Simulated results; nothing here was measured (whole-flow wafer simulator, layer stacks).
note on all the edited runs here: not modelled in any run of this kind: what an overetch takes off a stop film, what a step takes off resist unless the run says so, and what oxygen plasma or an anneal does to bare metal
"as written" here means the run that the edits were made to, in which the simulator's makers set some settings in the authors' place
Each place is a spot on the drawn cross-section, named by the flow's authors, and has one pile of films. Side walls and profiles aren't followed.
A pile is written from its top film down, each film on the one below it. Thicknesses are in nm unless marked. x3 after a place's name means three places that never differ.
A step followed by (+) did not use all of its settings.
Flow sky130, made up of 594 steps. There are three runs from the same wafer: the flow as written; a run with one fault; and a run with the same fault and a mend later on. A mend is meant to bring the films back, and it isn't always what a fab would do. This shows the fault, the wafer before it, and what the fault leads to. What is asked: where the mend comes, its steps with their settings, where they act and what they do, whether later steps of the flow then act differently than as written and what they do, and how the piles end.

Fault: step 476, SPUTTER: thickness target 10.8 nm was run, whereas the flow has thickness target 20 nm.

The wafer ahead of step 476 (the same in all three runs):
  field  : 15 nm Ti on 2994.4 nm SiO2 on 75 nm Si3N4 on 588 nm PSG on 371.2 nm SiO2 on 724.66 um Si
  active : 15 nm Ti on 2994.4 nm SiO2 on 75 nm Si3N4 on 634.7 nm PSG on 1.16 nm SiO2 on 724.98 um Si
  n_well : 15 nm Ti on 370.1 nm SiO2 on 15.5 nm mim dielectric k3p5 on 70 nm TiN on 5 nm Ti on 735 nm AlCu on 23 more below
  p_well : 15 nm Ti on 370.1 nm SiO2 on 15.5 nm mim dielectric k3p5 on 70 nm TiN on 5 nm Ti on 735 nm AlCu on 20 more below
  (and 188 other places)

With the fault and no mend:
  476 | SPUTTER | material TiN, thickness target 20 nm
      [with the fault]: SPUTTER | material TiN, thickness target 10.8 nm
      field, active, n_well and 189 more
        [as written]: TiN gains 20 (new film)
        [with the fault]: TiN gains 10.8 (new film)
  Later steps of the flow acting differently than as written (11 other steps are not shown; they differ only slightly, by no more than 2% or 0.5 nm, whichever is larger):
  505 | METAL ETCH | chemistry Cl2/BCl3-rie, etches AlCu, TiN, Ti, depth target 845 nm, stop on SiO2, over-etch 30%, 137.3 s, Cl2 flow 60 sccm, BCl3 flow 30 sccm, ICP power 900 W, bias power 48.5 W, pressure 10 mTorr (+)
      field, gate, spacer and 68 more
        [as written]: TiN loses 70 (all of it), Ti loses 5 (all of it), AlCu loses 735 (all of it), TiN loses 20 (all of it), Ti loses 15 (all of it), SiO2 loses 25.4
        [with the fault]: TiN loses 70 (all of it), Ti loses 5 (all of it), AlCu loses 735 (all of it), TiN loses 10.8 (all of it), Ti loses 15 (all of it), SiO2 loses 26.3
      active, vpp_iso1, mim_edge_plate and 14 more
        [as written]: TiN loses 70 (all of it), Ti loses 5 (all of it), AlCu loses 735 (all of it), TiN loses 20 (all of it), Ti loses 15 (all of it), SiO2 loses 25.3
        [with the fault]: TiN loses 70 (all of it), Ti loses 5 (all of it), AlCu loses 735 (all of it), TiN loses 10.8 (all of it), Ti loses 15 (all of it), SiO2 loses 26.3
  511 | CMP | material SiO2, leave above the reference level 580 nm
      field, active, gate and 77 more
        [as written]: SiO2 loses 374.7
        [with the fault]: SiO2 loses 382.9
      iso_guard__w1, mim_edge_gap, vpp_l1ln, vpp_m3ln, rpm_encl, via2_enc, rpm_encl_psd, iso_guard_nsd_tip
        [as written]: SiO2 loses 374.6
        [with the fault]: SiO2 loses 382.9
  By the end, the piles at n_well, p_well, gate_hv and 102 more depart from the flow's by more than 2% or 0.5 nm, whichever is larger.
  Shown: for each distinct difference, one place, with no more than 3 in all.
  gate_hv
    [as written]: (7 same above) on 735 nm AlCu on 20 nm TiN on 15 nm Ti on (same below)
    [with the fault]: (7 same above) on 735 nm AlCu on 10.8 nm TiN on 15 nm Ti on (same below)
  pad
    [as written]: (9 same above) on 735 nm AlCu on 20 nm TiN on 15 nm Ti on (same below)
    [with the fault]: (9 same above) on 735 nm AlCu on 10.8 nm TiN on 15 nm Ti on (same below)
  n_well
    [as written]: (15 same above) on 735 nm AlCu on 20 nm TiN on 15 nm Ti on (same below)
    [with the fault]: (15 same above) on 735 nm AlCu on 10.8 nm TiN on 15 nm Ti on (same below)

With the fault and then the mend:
  After step 476 comes the mend.
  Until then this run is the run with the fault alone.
  476a | SPUTTER | material TiN, thickness target 9.2 nm (the flow's step 476 again, with other settings)
      field, active, n_well and 189 more
        TiN gains 9.2
  Every later step of the flow that is run acts as written at every place that is followed.
  By the end, the piles equal the flow's at every place that both follow.
